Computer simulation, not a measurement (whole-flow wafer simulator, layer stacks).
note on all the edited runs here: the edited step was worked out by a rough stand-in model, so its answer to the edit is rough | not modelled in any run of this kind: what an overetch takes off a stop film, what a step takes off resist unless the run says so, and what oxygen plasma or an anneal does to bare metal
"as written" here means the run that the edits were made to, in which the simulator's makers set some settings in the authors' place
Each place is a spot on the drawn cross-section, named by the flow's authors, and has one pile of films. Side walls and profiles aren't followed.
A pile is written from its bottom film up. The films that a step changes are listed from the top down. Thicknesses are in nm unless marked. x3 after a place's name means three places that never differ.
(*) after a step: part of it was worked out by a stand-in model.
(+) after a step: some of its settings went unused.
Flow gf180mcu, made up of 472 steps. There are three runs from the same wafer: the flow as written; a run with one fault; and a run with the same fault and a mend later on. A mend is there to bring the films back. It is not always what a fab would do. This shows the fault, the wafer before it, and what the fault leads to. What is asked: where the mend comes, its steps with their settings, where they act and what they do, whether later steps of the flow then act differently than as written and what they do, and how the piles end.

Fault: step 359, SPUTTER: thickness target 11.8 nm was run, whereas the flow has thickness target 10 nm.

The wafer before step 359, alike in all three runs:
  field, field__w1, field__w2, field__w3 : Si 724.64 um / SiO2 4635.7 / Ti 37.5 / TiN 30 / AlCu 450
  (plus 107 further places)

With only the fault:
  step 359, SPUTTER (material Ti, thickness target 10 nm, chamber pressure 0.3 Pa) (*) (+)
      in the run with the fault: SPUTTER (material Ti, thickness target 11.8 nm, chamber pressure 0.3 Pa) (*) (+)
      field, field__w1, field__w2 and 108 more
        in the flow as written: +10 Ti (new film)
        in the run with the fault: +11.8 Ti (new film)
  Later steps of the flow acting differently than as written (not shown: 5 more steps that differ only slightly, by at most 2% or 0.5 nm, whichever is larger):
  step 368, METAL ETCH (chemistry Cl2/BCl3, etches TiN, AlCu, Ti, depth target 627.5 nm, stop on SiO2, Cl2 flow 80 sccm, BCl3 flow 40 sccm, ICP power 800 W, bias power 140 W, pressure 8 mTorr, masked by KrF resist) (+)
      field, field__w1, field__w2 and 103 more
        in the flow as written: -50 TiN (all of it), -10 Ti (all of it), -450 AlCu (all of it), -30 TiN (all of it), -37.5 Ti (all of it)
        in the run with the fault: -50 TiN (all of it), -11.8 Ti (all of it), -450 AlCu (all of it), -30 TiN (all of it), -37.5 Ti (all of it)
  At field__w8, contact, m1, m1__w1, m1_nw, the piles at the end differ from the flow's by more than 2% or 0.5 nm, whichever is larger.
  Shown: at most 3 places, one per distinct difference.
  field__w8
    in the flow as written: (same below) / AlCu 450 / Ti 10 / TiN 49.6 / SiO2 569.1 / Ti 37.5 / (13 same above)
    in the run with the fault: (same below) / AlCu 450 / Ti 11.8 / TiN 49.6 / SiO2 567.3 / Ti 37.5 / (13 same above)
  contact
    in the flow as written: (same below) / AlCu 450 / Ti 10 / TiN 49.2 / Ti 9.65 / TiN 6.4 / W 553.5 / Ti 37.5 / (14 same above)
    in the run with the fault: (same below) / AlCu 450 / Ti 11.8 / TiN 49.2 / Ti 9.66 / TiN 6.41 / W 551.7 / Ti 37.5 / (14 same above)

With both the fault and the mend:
  The mend stands after step 359.
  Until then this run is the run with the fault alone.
  step 359a, METAL ETCH (chemistry Cl2/BCl3, etches TiN, AlCu, Ti, depth target 1.8 nm, Cl2 flow 80 sccm, BCl3 flow 40 sccm, ICP power 800 W, bias power 140 W, pressure 8 mTorr) (a further turn of the flow's step 260, with different settings)
      field, field__w1, field__w2 and 108 more
        -1.8 Ti
  Every later step of the flow that is run acts as written at every place that is followed.
  The piles end the same as the flow's at every place that both follow.
